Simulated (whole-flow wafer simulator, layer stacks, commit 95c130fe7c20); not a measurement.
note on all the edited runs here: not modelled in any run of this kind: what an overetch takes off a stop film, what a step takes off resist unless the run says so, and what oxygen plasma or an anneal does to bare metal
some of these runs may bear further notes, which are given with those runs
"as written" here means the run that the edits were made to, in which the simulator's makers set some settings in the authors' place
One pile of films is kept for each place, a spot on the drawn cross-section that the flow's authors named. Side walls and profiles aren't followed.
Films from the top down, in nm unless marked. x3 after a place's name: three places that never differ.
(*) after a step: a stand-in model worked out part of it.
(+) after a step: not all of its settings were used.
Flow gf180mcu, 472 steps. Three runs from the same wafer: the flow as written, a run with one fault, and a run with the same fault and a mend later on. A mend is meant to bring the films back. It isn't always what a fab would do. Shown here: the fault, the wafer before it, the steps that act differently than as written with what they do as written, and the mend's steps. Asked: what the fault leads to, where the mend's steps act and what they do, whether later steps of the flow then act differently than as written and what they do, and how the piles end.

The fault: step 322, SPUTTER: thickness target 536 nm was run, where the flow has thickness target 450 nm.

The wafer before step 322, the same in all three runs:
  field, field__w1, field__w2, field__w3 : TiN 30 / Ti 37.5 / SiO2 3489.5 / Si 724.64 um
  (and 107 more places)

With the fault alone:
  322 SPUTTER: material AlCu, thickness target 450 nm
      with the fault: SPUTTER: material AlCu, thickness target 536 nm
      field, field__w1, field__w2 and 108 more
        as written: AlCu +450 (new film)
        with the fault: AlCu +536 (new film)
  Later steps of the flow that act differently than as written:
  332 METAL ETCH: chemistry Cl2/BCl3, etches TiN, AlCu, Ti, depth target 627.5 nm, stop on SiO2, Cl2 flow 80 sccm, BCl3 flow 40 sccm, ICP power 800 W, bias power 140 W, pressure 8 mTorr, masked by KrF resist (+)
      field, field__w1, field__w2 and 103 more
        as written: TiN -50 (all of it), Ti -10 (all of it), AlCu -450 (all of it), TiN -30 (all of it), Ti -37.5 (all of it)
        with the fault: TiN -50 (all of it), Ti -10 (all of it), AlCu -536 (all of it), TiN -30 (all of it), Ti -1.5
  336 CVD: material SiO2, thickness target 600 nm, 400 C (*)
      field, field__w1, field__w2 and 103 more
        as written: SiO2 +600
        with the fault: SiO2 +600 (new film)
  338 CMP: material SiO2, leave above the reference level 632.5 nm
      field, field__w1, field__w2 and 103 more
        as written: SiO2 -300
        with the fault: SiO2 -250
  At the end the piles differ from the flow's by more than 2% or 0.5 nm, whichever is larger, at field, field__w1, field__w2 and 109 more.
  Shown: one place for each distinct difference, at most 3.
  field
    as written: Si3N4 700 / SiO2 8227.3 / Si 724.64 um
    with the fault: Si3N4 700 / SiO2 4787.8 / Ti 36 / SiO2 3489.5 / Si 724.64 um
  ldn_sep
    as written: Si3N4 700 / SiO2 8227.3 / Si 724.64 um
    with the fault: Si3N4 700 / SiO2 4787.8 / Ti 36 / SiO2 3489.4 / Si 724.64 um
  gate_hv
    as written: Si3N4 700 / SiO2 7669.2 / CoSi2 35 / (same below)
    with the fault: Si3N4 700 / SiO2 4787.8 / Ti 36 / SiO2 2931.3 / CoSi2 35 / (same below)

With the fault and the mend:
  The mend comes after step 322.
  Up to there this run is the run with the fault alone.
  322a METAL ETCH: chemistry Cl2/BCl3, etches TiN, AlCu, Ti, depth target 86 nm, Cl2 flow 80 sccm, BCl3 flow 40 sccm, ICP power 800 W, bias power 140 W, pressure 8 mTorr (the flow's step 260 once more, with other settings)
      field, field__w1, field__w2 and 108 more
        AlCu -86
  No later step of the flow acts differently than as written at any place that is followed.
  At the end the piles are the same as the flow's at every place that both follow.
